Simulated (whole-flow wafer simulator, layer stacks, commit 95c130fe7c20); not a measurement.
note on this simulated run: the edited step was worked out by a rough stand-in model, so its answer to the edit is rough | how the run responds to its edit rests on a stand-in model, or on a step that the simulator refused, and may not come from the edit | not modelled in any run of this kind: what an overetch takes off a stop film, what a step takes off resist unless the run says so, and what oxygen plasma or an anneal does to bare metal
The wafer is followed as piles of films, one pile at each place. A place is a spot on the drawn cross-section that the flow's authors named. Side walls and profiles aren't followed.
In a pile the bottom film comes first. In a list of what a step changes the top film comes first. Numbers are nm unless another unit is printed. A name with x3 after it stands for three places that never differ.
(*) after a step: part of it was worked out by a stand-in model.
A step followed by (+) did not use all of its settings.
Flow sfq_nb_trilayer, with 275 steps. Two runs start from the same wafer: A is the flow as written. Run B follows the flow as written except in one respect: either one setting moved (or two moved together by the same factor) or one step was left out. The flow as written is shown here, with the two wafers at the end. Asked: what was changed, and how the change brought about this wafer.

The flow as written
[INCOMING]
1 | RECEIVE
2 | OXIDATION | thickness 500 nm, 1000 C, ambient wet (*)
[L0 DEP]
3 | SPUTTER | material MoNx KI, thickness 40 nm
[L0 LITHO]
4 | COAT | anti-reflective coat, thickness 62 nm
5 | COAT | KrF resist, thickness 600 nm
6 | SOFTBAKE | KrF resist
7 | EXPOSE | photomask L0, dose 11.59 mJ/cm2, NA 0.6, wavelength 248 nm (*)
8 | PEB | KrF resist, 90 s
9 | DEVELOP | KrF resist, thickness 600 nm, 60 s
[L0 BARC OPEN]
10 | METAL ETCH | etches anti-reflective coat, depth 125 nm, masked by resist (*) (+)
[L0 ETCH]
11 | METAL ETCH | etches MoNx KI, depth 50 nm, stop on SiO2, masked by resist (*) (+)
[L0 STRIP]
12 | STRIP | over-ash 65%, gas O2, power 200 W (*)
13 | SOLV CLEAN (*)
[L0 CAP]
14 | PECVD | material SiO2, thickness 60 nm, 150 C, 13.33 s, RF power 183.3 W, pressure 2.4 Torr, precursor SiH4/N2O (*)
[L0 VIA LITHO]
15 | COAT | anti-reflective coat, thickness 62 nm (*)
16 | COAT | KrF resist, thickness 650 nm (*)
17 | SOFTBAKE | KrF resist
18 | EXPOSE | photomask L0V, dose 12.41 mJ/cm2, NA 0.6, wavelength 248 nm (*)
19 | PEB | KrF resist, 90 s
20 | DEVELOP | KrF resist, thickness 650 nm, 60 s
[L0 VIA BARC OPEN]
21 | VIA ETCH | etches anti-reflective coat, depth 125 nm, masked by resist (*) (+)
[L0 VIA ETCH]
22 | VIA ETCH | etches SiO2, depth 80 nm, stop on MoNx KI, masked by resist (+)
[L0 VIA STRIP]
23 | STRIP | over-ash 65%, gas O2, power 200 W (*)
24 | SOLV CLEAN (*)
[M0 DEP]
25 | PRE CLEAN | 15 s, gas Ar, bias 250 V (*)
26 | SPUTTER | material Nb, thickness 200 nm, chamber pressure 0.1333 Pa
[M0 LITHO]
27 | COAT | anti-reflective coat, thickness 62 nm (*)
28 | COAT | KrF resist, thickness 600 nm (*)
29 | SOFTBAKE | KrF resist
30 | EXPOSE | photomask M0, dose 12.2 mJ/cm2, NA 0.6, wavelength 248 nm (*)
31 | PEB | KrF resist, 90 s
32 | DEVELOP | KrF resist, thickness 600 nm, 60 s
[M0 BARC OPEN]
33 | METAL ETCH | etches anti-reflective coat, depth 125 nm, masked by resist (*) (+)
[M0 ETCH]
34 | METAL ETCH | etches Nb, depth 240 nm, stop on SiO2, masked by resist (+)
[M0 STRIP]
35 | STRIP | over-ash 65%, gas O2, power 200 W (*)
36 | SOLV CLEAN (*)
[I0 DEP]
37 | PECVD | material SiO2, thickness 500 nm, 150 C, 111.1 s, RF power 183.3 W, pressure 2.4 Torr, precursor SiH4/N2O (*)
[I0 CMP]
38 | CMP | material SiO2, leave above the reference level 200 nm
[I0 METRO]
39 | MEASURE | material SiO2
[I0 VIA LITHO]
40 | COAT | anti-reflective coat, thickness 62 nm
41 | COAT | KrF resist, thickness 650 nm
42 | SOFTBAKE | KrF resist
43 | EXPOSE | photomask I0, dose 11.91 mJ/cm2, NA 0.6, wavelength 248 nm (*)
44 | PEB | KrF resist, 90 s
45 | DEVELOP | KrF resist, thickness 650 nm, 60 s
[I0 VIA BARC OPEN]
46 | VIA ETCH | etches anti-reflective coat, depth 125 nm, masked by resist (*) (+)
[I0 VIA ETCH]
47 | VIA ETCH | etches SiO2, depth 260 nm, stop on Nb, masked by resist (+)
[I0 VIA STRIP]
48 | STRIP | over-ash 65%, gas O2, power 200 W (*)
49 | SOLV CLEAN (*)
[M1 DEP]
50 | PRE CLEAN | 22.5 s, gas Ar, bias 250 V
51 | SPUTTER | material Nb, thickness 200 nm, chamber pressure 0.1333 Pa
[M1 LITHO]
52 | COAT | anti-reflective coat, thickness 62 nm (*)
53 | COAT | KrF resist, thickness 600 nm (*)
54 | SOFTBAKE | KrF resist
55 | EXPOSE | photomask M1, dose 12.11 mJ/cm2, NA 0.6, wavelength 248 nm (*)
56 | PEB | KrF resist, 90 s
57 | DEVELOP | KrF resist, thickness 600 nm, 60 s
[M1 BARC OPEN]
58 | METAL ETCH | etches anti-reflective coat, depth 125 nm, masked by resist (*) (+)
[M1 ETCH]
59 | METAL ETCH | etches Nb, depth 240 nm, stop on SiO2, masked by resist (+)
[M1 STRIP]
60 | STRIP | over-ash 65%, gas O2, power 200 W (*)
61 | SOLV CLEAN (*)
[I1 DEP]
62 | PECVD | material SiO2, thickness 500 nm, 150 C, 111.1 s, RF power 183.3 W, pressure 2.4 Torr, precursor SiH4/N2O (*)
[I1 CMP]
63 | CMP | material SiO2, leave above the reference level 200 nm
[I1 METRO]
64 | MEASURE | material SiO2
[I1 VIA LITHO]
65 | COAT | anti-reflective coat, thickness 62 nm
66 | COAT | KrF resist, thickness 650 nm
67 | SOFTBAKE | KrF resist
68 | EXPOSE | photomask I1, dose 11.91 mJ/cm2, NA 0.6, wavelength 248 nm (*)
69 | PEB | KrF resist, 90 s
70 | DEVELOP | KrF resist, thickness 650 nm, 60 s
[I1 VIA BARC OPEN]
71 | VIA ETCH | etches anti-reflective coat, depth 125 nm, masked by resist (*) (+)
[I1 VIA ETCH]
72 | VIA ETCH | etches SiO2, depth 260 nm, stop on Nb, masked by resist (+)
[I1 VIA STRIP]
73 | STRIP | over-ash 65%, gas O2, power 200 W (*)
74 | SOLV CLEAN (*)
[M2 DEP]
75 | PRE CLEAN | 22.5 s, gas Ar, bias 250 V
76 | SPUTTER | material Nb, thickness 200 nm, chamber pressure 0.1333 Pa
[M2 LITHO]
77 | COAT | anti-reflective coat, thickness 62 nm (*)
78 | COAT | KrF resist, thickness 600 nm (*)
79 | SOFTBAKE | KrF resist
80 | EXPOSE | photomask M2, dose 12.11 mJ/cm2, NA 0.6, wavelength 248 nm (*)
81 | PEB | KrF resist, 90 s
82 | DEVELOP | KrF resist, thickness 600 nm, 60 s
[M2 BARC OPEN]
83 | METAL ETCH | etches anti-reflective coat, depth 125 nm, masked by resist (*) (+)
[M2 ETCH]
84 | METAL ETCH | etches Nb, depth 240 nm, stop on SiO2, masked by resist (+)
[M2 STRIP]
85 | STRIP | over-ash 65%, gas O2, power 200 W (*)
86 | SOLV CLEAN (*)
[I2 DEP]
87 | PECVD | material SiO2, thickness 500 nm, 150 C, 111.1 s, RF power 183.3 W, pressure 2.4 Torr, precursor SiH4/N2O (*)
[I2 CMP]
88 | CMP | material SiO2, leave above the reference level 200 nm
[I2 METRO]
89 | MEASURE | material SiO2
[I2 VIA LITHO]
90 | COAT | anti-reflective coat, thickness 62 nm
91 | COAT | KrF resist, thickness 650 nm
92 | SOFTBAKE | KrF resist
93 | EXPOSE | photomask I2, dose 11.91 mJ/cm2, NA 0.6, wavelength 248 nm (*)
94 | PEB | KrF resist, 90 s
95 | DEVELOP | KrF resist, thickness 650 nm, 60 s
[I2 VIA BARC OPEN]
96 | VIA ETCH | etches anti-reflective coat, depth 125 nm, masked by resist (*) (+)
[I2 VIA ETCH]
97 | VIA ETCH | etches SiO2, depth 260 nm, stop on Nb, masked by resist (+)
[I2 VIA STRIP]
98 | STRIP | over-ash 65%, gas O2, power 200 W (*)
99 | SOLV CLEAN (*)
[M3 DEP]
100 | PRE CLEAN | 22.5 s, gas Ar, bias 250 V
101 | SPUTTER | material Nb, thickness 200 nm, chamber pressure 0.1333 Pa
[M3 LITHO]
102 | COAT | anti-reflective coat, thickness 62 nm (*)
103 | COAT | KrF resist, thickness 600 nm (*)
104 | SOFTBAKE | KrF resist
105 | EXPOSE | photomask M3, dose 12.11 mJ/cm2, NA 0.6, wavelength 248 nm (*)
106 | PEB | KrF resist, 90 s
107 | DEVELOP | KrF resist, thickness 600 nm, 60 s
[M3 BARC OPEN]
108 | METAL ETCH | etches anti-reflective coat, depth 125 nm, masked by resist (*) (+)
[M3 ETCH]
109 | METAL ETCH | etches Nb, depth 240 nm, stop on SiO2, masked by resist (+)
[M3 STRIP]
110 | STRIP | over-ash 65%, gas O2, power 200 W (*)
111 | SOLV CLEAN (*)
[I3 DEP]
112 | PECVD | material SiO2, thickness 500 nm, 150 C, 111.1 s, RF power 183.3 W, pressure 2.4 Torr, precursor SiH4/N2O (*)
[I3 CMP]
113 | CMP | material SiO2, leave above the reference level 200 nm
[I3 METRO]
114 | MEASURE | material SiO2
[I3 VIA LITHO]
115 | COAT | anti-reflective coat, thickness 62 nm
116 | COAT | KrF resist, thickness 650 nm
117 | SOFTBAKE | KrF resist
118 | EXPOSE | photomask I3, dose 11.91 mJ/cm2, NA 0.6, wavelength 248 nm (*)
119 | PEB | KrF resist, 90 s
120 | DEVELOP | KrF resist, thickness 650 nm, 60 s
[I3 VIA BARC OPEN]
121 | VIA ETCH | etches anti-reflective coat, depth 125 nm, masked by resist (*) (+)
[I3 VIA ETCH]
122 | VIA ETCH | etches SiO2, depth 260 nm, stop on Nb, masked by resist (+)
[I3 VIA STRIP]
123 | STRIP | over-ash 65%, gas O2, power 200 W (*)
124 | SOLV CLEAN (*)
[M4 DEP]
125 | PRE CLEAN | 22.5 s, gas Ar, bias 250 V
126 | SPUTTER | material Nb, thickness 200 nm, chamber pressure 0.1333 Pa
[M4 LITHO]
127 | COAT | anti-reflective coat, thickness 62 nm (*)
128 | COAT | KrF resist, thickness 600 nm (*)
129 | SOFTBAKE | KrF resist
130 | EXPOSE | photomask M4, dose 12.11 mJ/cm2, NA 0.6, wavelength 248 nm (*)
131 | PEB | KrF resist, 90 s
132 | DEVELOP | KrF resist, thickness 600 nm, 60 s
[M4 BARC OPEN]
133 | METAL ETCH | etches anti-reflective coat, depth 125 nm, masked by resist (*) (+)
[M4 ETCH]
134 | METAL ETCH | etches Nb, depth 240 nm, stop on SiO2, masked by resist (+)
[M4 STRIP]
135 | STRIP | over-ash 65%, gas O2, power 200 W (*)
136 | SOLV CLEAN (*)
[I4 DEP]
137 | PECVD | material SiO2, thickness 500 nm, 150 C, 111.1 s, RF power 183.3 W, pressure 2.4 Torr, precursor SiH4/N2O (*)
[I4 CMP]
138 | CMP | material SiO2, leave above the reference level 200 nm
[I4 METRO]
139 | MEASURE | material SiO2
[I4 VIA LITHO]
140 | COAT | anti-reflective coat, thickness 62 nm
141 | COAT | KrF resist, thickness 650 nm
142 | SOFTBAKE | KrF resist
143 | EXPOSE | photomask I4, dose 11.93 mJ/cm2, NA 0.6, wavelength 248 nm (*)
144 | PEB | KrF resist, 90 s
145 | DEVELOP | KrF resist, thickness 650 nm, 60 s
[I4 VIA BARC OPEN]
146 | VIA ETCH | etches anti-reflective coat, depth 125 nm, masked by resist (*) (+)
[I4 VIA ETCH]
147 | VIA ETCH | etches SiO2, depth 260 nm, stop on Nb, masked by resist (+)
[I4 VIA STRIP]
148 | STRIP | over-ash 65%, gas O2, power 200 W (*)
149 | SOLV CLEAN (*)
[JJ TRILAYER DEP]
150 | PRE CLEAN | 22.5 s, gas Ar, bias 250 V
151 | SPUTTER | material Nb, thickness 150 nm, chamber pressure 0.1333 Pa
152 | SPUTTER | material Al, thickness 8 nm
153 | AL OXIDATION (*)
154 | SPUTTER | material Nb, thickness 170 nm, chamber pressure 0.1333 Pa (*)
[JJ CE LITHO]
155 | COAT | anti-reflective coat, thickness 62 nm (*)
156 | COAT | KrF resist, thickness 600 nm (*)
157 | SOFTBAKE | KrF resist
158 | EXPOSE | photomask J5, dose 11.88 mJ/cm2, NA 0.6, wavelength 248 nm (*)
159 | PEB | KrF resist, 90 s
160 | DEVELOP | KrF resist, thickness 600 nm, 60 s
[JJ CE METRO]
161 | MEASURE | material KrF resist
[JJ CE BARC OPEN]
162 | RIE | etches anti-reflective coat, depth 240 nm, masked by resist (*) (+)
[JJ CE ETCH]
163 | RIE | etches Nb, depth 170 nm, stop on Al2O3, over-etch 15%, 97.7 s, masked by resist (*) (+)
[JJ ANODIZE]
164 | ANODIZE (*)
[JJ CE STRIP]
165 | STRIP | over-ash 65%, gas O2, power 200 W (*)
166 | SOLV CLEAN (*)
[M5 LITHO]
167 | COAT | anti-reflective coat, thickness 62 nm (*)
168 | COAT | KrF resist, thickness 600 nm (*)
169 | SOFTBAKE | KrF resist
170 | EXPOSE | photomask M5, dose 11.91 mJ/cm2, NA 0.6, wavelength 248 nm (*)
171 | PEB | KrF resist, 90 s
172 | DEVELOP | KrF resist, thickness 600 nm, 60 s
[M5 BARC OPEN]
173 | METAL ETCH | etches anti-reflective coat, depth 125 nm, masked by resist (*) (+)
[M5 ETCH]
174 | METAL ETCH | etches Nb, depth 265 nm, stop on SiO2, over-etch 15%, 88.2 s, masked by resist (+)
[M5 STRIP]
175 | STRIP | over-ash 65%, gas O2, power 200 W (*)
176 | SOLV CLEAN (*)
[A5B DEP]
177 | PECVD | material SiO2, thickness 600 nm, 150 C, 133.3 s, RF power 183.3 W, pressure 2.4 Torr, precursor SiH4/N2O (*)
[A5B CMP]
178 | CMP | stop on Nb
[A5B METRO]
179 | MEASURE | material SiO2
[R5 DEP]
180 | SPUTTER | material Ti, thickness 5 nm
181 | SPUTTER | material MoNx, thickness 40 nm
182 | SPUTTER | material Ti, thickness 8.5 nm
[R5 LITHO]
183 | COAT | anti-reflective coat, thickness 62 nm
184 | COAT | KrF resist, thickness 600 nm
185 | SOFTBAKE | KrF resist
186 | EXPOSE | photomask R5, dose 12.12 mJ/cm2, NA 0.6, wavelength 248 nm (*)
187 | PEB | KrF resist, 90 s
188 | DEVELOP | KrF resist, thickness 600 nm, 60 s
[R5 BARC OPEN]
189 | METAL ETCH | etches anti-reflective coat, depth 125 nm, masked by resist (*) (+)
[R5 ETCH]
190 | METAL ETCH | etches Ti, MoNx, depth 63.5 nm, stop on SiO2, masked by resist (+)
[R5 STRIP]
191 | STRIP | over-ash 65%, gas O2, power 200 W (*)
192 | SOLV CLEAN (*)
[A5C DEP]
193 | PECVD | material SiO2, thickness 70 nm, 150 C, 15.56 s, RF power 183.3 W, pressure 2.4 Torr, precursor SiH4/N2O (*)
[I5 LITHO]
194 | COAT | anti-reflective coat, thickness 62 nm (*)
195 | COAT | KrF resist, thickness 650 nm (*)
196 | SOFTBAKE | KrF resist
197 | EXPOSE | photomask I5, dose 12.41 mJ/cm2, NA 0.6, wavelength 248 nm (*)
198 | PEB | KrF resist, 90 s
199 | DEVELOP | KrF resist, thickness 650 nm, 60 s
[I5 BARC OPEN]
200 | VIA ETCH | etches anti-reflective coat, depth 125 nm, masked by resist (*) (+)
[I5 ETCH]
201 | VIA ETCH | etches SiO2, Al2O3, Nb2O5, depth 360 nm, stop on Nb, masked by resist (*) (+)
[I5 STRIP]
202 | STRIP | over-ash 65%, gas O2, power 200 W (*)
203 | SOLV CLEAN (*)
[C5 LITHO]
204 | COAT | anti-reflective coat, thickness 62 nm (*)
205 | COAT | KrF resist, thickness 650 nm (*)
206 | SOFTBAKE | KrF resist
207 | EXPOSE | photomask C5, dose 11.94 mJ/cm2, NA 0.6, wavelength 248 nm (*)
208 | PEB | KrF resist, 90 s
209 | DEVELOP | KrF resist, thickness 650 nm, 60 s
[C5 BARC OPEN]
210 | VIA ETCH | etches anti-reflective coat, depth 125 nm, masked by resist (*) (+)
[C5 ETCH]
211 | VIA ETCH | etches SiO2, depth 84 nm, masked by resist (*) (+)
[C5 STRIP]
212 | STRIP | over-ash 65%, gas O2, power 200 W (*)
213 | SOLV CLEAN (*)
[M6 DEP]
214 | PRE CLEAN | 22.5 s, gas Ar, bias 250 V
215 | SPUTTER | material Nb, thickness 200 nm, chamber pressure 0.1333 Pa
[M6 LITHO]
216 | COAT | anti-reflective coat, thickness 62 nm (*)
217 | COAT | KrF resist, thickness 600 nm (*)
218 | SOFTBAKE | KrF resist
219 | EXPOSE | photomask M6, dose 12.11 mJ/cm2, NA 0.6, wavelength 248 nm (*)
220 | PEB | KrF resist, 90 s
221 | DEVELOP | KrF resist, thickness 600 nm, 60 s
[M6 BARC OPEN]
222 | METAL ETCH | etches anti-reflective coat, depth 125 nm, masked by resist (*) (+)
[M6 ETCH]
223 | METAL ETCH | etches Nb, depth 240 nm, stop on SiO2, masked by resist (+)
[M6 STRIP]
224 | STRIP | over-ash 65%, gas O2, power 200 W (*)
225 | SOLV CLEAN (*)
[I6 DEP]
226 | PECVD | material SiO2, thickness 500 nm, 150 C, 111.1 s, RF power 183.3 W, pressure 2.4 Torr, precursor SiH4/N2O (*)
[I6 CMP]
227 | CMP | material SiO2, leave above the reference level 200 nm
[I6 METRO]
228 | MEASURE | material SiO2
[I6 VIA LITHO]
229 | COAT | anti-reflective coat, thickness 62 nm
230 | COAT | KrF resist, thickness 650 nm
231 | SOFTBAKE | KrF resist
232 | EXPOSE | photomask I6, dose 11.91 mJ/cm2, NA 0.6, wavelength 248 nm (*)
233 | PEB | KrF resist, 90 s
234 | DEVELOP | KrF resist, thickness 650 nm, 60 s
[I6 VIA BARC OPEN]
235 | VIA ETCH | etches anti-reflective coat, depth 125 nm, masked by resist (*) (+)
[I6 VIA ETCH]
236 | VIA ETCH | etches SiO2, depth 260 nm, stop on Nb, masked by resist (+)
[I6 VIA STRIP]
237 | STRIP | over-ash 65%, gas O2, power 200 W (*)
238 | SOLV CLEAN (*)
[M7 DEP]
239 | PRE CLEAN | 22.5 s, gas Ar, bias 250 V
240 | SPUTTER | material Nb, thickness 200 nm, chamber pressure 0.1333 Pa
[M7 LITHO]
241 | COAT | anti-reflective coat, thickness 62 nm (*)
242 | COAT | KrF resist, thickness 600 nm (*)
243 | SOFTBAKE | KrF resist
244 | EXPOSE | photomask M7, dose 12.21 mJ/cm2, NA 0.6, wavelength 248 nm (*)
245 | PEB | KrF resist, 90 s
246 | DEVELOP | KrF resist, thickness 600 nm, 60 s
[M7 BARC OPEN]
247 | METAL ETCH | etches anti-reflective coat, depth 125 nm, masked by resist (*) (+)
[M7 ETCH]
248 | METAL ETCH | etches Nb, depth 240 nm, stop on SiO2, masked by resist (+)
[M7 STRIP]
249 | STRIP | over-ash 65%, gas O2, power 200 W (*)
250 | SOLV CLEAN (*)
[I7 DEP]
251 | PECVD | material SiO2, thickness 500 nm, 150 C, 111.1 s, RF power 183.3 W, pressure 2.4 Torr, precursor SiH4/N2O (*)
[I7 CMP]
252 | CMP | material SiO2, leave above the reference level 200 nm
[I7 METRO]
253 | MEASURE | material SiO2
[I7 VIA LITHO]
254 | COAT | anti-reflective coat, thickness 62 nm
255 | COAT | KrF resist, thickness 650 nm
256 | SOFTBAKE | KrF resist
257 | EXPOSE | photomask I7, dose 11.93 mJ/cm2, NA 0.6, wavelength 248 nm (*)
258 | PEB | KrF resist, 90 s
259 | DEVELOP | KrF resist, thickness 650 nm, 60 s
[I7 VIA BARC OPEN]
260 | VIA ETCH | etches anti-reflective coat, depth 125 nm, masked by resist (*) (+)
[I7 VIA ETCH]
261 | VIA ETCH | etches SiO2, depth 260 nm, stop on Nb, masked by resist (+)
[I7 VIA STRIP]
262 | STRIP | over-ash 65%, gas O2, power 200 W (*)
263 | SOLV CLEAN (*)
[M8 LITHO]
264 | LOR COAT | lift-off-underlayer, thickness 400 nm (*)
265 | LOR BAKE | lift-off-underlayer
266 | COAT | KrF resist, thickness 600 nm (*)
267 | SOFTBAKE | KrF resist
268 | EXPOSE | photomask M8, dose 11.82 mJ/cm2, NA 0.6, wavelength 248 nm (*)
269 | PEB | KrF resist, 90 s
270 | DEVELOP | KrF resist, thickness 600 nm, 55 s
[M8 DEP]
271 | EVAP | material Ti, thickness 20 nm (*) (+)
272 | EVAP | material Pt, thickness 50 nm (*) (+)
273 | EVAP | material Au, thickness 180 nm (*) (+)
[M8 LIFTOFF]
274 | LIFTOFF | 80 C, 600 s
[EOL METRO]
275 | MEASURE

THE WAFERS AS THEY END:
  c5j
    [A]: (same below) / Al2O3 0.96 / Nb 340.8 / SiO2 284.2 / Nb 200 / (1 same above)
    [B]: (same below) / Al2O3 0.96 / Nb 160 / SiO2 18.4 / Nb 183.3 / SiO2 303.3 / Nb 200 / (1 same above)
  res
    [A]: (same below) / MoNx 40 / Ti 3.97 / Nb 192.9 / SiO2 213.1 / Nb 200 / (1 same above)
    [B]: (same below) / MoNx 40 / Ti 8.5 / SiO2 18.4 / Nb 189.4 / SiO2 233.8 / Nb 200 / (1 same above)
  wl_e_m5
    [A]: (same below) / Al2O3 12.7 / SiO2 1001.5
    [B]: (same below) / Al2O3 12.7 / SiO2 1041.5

Cause: step 193, PECVD: thickness 110 nm was run, while the flow as written has thickness 70 nm; step 193, PECVD: 24.5 s was run, where the flow has 15.56 s.

How this came from the change, step by step:
  193 | PECVD | material SiO2, thickness 70 nm, 150 C, 15.56 s, RF power 183.3 W, pressure 2.4 Torr, precursor SiH4/N2O (*)
      field_l, v_sur, via_wl and 92 more: A +70 SiO2 | B +110 SiO2
      ce_l, c5j, ce_r and 8 more: A +70 SiO2 (new film) | B +110 SiO2 (new film)
  201 | VIA ETCH | etches SiO2, Al2O3, Nb2O5, depth 360 nm, stop on Nb, masked by resist (*) (+)
      be: A -216.4 SiO2 (all of it), -12.7 Al2O3 (all of it), -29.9 Nb2O5 (all of it) | B -256.4 SiO2 (all of it), -12.7 Al2O3 (all of it), -29.9 Nb2O5 (all of it)
  204 | COAT | anti-reflective coat, thickness 62 nm (*)
      be: A +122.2 anti-reflective coat (new film) | B +128 anti-reflective coat (new film)
      be_sur: A +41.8 anti-reflective coat (new film) | B +40.4 anti-reflective coat (new film)
  205 | COAT | KrF resist, thickness 650 nm (*)
      be: A +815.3 KrF resist (new film) | B +844.1 KrF resist (new film)
  211 | VIA ETCH | etches SiO2, depth 84 nm, masked by resist (*) (+)
      c5j: A -69.9 SiO2 (all of it), -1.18 Nb | B -84 SiO2
      res: A -69.9 SiO2 (all of it) | B -84 SiO2
  212 | STRIP | over-ash 65%, gas O2, power 200 W (*)
      be: A -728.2 KrF resist (all of it), -122.2 anti-reflective coat (all of it) | B -756.9 KrF resist (all of it), -128 anti-reflective coat (all of it)
      be_sur: A -559.6 KrF resist (all of it), -41.8 anti-reflective coat (all of it) | B -557.3 KrF resist (all of it), -40.4 anti-reflective coat (all of it)
  214 | PRE CLEAN | 22.5 s, gas Ar, bias 250 V
      c5j: A -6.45 Nb | B -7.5 SiO2
      res: A -4.53 Ti | B -7.5 SiO2
  215 | SPUTTER | material Nb, thickness 200 nm, chamber pressure 0.1333 Pa
      c5j: A +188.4 Nb | B +183.3 Nb (new film)
      be: A +147.3 Nb | B +138.5 Nb
  216 | COAT | anti-reflective coat, thickness 62 nm (*)
      wire: A +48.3 anti-reflective coat (new film) | B +46.9 anti-reflective coat (new film)
      be: A +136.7 anti-reflective coat (new film) | B +143.5 anti-reflective coat (new film)
      (as well as at 6 more places)
  217 | COAT | KrF resist, thickness 600 nm (*)
      be: A +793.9 KrF resist (new film) | B +835.9 KrF resist (new film)
  224 | STRIP | over-ash 65%, gas O2, power 200 W (*)
      wire: A -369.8 KrF resist (all of it), -48.3 anti-reflective coat (all of it) | B -370.9 KrF resist (all of it), -46.9 anti-reflective coat (all of it)
      be: A -575.8 KrF resist (all of it), -136.7 anti-reflective coat (all of it) | B -617.6 KrF resist (all of it), -143.5 anti-reflective coat (all of it)
      (as well as at 6 more places)
  226 | PECVD | material SiO2, thickness 500 nm, 150 C, 111.1 s, RF power 183.3 W, pressure 2.4 Torr, precursor SiH4/N2O (*)
      be: A +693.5 SiO2 (new film) | B +290.8 SiO2 (new film), +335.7 void (new film), +233 SiO2 (new film)
      c5j: A +514.7 SiO2 (new film) | B +533.8 SiO2 (new film)
  227 | CMP | material SiO2, leave above the reference level 200 nm
      be: A -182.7 SiO2 | B -290.8 SiO2 (all of it), -335.7 void (all of it)
      res: A -279.4 SiO2 | B -258.7 SiO2
  229 | COAT | anti-reflective coat, thickness 62 nm
      via_sp, ce_l: A +62 anti-reflective coat (new film) | B +60.5 anti-reflective coat (new film)
      via_v, gap: A +62 anti-reflective coat (new film) | B +60.1 anti-reflective coat (new film)
      (as well as at 5 more places)
  230 | COAT | KrF resist, thickness 650 nm
      be: A +650 KrF resist (new film) | B +862.8 KrF resist (new film)
      gap: A +650 KrF resist (new film) | B +635.9 KrF resist (new film)
  233 | PEB | KrF resist, 90 s
      be: A -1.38 KrF resist | B -1.92 KrF resist
  ... 15 further steps ...
  274 | LIFTOFF | 80 C, 600 s
      be: A -180 Au (all of it), -50 Pt (all of it), -20 Ti (all of it), -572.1 KrF resist (all of it), -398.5 lift-off-underlayer (all of it) | B -180 Au (all of it), -50 Pt (all of it), -20 Ti (all of it), -600.4 KrF resist (all of it), -605.8 lift-off-underlayer (all of it)
      be_sur: A -180 Au (all of it), -50 Pt (all of it), -20 Ti (all of it), -572.6 KrF resist (all of it), -398.9 lift-off-underlayer (all of it) | B -180 Au (all of it), -50 Pt (all of it), -20 Ti (all of it), -582.6 KrF resist (all of it), -376.6 lift-off-underlayer (all of it)
If metal films that touch count as one body, c5j has 5 bodies (between them, from the top down: SiO2 303.3; SiO2 18.4; Al2O3 0.96; SiO2 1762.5); the flow as written gives 4 bodies (between them, from the top down: SiO2 284.2; Al2O3 0.96; SiO2 1762.5).
If metal films that touch count as one body, res has 4 bodies (between them, from the top down: SiO2 233.8; SiO2 18.4; SiO2 2090.9); the flow as written gives 3 bodies (between them, from the top down: SiO2 213.1; SiO2 2090.9).
